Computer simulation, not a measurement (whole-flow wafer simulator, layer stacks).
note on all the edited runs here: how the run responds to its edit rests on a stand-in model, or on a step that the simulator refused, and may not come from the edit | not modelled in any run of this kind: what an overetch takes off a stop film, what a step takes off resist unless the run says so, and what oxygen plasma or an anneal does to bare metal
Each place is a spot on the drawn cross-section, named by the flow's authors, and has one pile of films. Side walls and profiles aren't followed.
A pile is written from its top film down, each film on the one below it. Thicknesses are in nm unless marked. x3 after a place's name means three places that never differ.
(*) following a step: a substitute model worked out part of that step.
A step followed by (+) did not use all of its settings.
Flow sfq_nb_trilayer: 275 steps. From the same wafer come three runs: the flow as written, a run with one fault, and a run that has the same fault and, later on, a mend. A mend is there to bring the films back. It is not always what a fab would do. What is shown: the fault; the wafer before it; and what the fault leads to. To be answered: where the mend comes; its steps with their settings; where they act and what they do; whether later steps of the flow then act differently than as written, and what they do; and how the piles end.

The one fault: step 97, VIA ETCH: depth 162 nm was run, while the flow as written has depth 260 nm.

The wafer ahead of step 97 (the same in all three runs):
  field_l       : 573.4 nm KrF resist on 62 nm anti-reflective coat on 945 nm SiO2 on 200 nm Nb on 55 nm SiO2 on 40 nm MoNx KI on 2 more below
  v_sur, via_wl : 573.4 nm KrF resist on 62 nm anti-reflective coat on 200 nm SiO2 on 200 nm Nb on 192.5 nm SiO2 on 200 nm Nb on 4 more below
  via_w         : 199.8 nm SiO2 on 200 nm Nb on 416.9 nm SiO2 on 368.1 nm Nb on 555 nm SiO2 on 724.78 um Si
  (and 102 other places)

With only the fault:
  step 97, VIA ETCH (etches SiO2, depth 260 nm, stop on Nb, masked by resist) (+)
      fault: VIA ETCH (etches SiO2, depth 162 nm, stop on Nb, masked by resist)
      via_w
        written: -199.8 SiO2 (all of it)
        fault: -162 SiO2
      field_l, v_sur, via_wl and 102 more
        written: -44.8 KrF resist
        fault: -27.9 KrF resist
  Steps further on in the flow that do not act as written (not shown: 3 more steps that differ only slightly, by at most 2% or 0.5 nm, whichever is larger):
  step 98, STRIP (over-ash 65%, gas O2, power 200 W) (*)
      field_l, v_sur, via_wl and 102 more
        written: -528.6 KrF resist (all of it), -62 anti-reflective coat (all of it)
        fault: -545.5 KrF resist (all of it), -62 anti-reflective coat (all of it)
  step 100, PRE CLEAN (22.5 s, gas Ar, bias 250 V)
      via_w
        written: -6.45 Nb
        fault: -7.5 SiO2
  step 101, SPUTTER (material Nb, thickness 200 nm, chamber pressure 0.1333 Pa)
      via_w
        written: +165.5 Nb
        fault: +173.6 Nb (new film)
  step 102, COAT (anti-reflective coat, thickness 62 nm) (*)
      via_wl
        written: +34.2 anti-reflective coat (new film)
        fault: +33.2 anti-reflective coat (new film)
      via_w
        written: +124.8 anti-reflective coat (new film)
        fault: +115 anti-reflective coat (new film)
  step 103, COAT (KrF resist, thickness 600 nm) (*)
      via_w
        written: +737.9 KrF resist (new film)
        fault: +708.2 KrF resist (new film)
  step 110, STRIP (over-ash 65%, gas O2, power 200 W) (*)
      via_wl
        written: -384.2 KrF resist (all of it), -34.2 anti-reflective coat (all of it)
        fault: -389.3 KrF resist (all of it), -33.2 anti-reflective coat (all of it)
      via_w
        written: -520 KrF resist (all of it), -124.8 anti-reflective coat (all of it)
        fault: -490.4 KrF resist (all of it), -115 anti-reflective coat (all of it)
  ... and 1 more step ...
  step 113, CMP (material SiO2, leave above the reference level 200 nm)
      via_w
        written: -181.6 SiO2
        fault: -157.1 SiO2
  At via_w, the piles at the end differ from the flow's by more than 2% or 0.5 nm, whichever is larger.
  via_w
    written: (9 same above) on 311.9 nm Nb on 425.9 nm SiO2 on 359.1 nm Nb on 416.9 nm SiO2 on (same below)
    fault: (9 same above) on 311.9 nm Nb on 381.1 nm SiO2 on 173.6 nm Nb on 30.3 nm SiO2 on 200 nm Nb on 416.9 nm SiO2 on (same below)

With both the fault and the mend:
  The mend stands after step 98.
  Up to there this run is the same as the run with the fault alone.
  step 98a, COAT (anti-reflective coat, thickness 62 nm) (*) (a further turn of the flow's step 90)
      p4_fl x3, p4_w1 x9, p4_g1 x2 and 63 more
        +62 anti-reflective coat (new film)
      sp_r, be_r, r_sur and 11 more
        +61.8 anti-reflective coat (new film)
      gap, jj_sur, ce_l, c5j, ce_r
        +61.7 anti-reflective coat (new film)
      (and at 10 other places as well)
  step 98b, COAT (KrF resist, thickness 650 nm) (*) (a further turn of the flow's step 91)
      p4_fl x3, p4_w1 x9, p4_g1 x2 and 63 more
        +650 KrF resist (new film)
      res, r_end, moat, field_r, l0_sur, l0v
        +649.5 KrF resist (new film)
      lsp_l, ln_m5, lsp_m, ln_m6, lsp_r
        +649.6 KrF resist (new film)
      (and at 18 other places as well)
  step 98c, SOFTBAKE (KrF resist) (a further turn of the flow's step 92)
      does not change any film at any place that is followed
  step 98d, EXPOSE (photomask I2, dose 11.91 mJ/cm2, NA 0.6, wavelength 248 nm) (*) (a further turn of the flow's step 93)
      does not change any film at any place that is followed
  step 98e, PEB (KrF resist, 90 s) (a further turn of the flow's step 94)
      gap, jj_sur, ce_l and 93 more
        -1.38 KrF resist
      via_v, wire, be, be_sur
        -1.37 KrF resist
      field_l, via_sp
        -1.36 KrF resist
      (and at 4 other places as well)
  step 98f, DEVELOP (KrF resist, thickness 650 nm, 60 s) (a further turn of the flow's step 95)
      field_l, v_sur, via_wl and 102 more
        -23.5 KrF resist
      via_w
        -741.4 KrF resist (all of it)
  step 98g, VIA ETCH (etches anti-reflective coat, depth 125 nm, masked by resist) (+) (a further turn of the flow's step 96)
      field_l, v_sur, via_wl and 102 more
        -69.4 KrF resist
      via_w
        -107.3 anti-reflective coat (all of it)
  step 98h, VIA ETCH (etches SiO2, depth 98 nm, stop on Nb, masked by resist) (+) (a further turn of the flow's step 97, with different settings)
      field_l, v_sur, via_wl and 102 more
        -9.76 KrF resist
      via_w
        -37.8 SiO2 (all of it)
  step 98i, STRIP (over-ash 65%, gas O2, power 200 W) (*) (a further turn of the flow's step 98)
      p4_fl x3, p4_w1 x9, p4_g1 x2 and 63 more
        -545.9 KrF resist (all of it), -62 anti-reflective coat (all of it)
      res, r_end, moat, field_r, lsp_l, l0_sur, l0v
        -545.4 KrF resist (all of it), -61.8 anti-reflective coat (all of it)
      ln_m5, lsp_m, ln_m6, lsp_r
        -545.5 KrF resist (all of it), -61.8 anti-reflective coat (all of it)
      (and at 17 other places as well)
  None of the later steps of the flow acts differently than as written at any place that is followed.
  By the end, the piles equal the flow's at every place that both follow.
